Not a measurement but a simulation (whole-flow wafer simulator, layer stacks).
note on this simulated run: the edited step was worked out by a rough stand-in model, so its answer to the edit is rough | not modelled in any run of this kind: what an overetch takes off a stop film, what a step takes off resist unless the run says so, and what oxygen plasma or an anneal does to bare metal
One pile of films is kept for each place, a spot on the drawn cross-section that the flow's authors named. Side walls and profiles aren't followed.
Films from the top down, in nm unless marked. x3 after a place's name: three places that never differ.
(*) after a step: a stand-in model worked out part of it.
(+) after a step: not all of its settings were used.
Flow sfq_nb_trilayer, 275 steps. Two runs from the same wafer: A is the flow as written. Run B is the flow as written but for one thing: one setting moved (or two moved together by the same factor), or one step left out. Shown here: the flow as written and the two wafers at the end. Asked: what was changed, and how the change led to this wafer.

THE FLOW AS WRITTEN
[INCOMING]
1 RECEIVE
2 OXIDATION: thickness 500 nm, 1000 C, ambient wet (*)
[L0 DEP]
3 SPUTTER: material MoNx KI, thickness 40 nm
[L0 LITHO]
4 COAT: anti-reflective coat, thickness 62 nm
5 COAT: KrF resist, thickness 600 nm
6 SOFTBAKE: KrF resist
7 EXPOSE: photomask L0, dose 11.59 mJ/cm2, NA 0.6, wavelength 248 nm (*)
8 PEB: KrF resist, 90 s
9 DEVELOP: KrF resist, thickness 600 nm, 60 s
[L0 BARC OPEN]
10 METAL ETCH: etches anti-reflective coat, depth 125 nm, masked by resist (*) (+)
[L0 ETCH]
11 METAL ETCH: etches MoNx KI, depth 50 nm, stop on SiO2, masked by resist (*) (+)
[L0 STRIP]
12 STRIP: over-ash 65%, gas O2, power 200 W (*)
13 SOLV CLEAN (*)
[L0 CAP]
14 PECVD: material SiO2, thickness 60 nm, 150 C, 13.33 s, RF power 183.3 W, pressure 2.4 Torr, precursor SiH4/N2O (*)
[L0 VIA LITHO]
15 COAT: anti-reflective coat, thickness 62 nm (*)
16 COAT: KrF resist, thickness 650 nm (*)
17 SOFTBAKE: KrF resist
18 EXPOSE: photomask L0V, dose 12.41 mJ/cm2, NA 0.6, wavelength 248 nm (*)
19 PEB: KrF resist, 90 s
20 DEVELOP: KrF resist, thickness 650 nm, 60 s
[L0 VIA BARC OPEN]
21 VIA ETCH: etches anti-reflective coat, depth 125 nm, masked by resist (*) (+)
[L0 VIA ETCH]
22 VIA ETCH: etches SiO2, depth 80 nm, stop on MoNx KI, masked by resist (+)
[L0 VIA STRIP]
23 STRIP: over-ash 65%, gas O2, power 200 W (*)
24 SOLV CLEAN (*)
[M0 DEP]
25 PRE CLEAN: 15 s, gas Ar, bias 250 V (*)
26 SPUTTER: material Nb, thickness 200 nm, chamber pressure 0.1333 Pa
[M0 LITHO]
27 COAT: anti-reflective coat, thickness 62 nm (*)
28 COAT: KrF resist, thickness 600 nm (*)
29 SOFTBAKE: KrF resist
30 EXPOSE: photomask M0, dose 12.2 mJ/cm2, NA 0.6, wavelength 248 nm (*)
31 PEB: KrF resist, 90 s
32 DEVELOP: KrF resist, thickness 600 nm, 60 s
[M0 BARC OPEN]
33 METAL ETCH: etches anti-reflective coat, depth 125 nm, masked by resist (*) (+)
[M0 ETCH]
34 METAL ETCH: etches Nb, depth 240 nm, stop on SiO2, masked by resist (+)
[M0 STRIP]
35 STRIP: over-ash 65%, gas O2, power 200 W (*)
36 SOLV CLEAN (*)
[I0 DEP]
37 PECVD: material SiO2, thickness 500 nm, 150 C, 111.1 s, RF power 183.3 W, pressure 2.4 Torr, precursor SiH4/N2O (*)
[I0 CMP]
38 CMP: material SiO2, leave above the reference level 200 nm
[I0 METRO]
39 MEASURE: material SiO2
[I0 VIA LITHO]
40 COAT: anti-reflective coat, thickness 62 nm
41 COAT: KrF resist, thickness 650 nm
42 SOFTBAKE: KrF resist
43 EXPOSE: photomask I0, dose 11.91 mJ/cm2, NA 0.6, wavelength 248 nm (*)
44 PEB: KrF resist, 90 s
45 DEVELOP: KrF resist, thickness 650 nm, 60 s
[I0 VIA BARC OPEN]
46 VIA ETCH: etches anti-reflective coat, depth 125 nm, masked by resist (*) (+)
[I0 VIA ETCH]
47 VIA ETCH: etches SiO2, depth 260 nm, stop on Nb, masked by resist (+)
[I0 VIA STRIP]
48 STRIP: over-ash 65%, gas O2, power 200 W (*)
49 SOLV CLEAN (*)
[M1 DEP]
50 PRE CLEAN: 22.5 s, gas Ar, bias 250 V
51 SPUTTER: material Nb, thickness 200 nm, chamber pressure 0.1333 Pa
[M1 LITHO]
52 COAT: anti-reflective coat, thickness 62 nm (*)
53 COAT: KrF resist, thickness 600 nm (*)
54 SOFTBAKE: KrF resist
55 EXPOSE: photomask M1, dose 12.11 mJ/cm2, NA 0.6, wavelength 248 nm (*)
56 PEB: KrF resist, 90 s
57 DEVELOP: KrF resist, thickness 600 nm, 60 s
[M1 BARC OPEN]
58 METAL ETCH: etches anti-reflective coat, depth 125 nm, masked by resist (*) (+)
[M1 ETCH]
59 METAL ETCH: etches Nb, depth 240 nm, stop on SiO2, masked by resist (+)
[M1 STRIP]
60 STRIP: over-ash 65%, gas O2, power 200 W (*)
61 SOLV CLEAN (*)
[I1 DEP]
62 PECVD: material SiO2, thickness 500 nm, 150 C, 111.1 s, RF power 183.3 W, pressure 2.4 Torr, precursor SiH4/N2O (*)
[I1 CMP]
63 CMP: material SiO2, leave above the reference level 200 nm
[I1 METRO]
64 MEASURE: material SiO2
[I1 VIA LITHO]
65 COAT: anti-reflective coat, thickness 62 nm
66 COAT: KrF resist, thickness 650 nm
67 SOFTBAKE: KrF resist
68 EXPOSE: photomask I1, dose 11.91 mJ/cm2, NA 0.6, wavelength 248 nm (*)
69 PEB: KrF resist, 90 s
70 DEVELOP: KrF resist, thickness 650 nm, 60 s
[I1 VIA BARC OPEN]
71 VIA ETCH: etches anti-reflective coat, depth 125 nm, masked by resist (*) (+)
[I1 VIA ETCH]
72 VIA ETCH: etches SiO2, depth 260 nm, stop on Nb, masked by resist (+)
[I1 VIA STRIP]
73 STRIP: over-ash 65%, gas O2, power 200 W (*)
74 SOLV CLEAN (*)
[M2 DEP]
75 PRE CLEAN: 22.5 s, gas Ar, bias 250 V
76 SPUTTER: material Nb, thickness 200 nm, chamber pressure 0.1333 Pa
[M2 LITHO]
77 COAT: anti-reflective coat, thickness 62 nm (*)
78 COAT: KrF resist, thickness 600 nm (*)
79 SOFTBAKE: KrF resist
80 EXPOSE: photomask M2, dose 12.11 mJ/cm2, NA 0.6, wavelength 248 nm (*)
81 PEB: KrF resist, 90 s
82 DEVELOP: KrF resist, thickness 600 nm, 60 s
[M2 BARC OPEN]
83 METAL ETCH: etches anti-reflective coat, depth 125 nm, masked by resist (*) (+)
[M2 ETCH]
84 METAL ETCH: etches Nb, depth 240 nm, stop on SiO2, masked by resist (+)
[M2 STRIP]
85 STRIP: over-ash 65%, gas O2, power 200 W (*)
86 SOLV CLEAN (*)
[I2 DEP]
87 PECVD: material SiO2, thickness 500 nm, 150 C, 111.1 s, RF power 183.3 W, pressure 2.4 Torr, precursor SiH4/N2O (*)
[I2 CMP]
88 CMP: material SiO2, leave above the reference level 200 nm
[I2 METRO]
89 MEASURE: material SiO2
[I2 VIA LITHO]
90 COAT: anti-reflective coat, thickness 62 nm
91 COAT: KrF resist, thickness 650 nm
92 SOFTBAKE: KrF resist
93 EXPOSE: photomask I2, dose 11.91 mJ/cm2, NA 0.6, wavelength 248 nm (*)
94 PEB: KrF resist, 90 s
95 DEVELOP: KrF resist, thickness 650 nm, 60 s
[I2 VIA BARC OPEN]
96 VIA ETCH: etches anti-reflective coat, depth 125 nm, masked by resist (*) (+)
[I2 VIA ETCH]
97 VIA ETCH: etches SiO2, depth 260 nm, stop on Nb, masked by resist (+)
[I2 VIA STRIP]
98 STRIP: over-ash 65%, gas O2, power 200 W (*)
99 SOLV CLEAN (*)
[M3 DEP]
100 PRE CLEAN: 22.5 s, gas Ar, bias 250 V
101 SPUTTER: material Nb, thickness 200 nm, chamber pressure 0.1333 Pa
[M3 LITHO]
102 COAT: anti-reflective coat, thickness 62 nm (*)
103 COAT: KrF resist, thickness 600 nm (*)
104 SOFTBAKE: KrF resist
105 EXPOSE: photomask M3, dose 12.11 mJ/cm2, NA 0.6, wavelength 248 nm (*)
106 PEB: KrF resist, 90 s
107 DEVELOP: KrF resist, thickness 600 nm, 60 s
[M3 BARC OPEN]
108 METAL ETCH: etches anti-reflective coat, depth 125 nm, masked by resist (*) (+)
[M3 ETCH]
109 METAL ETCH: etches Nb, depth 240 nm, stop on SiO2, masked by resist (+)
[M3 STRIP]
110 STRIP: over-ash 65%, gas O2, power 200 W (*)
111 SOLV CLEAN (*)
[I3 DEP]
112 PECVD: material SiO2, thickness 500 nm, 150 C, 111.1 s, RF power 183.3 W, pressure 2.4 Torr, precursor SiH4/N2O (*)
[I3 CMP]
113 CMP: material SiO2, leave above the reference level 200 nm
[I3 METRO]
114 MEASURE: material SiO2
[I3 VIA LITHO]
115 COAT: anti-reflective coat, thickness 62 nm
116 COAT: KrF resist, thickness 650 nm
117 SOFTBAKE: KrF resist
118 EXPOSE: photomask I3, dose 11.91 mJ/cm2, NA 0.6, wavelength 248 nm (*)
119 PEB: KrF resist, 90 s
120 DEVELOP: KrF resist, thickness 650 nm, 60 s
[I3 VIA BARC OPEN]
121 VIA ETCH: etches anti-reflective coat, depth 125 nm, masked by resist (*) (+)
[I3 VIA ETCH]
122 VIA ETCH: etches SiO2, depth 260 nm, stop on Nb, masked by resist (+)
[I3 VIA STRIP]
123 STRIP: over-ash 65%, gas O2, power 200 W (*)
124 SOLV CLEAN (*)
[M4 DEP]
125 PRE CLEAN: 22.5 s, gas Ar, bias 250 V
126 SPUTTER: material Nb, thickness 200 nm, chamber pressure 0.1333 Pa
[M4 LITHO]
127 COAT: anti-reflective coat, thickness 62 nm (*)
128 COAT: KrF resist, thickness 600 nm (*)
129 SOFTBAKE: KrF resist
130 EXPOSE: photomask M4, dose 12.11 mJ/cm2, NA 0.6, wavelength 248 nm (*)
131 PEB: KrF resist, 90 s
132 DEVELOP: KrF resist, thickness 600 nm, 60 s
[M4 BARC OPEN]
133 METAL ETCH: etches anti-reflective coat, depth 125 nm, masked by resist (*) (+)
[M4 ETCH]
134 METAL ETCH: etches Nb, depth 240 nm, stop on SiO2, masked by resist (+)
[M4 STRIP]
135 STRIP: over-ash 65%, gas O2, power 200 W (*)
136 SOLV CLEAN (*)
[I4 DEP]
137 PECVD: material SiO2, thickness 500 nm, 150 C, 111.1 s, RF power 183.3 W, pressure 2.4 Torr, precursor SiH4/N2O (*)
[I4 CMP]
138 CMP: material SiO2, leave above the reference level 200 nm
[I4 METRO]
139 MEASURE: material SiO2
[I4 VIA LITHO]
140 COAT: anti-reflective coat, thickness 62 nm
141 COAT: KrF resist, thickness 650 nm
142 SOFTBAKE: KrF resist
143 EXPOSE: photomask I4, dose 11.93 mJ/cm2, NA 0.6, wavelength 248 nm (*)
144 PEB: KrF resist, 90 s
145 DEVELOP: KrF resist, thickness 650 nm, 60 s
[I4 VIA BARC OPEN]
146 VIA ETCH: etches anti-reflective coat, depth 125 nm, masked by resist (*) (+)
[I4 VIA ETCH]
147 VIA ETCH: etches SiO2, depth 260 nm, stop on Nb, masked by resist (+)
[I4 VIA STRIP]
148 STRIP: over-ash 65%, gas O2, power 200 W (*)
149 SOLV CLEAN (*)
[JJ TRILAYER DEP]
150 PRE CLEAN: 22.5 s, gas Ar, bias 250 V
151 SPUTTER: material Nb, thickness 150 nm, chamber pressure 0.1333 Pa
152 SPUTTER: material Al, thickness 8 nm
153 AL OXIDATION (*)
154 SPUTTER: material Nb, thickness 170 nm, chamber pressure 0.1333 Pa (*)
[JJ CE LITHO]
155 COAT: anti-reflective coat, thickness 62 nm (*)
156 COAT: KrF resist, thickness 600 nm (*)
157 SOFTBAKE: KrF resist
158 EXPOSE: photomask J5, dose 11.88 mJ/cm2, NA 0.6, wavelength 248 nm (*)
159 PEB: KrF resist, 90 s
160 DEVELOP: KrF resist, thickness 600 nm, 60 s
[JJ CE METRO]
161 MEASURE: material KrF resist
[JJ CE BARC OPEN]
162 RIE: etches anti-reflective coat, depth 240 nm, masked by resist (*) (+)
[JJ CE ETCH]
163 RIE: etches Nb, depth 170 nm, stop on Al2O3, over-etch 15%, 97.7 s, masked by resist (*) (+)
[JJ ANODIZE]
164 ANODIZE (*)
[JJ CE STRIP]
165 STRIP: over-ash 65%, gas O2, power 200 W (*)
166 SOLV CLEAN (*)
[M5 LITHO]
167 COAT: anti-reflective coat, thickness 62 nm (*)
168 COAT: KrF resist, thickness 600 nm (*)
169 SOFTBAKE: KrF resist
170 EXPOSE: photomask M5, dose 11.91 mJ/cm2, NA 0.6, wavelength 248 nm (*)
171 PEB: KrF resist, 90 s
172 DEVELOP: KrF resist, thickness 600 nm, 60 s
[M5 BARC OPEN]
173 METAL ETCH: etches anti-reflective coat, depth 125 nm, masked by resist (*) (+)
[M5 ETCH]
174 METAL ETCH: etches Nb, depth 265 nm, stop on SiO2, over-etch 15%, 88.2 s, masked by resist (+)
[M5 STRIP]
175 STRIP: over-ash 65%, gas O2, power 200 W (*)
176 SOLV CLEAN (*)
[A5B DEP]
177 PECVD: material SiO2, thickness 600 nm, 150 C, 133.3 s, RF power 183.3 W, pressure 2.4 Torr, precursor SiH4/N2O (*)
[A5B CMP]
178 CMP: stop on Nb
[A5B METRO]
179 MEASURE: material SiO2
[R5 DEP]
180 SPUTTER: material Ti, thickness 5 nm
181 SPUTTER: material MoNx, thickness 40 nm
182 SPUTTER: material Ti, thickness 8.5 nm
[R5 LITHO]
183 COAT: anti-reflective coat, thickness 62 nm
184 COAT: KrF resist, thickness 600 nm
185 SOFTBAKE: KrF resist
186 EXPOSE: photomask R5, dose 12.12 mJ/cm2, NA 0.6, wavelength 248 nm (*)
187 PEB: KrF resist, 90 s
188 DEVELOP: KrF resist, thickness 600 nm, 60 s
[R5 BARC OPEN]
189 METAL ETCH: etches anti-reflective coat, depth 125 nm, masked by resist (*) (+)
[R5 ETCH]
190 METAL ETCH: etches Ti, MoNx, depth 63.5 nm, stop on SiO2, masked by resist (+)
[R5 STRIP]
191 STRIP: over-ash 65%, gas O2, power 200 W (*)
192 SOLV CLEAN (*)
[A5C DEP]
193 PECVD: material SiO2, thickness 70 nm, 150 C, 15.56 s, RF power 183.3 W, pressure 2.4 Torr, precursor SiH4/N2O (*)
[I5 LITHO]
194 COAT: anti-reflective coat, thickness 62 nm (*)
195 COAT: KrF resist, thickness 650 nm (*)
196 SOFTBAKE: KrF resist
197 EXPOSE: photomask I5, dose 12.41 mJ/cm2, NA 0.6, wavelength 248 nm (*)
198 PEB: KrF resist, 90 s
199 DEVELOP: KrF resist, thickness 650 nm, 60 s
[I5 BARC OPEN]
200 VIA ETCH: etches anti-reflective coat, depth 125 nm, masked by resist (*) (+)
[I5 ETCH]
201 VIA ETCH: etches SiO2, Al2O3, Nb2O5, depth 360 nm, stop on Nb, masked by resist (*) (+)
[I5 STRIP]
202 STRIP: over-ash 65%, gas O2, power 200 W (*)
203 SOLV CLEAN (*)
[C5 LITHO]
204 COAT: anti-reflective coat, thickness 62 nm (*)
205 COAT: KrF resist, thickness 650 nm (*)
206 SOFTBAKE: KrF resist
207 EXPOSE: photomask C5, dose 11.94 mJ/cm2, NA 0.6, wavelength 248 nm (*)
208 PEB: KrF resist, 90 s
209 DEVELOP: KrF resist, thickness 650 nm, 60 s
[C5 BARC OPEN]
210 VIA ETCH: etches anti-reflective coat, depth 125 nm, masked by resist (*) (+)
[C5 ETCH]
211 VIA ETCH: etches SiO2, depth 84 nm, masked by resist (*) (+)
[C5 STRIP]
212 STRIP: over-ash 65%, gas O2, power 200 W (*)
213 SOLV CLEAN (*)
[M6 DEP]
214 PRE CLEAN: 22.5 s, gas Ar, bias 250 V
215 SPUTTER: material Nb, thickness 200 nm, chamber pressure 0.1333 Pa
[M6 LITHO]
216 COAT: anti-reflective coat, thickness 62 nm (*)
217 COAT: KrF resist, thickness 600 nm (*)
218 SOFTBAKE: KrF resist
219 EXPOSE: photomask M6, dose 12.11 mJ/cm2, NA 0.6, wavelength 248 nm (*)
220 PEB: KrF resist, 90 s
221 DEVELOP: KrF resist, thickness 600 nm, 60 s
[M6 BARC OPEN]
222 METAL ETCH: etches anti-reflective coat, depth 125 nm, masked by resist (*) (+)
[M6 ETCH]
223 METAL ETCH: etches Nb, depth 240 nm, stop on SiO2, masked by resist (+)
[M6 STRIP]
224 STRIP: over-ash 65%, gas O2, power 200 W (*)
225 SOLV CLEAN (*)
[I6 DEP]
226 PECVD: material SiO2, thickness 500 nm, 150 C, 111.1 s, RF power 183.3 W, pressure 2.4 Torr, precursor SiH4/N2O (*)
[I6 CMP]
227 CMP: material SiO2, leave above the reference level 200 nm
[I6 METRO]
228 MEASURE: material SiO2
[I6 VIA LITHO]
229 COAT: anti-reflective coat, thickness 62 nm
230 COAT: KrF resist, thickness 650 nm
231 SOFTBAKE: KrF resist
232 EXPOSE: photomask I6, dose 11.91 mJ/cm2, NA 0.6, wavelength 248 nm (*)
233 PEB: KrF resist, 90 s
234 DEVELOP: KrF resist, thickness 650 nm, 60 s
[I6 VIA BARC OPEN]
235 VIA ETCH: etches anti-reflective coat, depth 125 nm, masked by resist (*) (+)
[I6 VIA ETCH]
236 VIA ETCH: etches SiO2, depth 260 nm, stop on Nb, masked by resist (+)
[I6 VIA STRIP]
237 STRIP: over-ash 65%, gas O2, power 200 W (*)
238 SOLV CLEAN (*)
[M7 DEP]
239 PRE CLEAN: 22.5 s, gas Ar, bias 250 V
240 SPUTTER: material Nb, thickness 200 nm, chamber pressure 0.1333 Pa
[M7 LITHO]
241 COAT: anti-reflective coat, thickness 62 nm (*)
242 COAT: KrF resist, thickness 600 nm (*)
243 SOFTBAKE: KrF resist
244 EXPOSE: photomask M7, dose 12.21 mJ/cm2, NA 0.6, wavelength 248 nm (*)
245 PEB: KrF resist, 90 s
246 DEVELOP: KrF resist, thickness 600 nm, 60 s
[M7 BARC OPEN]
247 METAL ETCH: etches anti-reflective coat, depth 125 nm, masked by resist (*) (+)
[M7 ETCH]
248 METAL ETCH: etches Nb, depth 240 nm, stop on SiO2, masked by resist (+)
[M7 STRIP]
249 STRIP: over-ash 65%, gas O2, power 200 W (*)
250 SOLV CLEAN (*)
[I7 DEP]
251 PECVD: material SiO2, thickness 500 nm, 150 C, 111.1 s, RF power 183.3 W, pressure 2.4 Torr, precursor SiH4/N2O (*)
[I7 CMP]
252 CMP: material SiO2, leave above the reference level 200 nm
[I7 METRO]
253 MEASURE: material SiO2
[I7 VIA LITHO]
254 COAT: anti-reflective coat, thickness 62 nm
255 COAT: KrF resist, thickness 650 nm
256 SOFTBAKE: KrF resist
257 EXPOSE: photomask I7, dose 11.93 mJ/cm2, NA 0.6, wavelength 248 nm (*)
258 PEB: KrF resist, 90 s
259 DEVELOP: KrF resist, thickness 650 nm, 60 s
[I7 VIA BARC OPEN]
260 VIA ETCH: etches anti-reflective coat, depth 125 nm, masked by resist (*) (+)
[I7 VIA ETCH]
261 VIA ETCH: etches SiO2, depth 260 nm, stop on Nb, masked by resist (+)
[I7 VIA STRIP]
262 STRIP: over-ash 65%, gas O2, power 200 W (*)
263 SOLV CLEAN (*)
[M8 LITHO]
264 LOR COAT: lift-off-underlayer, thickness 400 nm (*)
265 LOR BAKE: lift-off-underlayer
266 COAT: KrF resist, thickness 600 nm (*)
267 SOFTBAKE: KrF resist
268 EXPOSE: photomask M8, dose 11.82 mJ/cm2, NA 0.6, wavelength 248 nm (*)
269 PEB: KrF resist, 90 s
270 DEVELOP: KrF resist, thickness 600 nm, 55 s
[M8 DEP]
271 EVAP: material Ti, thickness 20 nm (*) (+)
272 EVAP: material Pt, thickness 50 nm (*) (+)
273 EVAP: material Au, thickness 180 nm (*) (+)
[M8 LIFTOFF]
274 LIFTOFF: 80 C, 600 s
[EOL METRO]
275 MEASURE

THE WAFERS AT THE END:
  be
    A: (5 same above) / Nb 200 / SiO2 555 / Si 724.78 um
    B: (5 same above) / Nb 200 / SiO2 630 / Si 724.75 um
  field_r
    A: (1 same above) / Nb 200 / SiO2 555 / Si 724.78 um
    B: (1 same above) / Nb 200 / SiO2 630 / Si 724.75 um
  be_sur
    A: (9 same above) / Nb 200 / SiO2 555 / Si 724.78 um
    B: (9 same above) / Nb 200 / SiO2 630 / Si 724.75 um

The cause: step 2, OXIDATION: thickness 575 nm was run, where the flow has thickness 500 nm.

How the change led to this, step by step:
  2 OXIDATION: thickness 500 nm, 1000 C, ambient wet (*)
      field_l, v_sur, via_wl and 103 more: A SiO2 +500 (new film), chemical SiO2 -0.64 (all of it), Si -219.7 | B SiO2 +575 (new film), chemical SiO2 -0.64 (all of it), Si -252.7
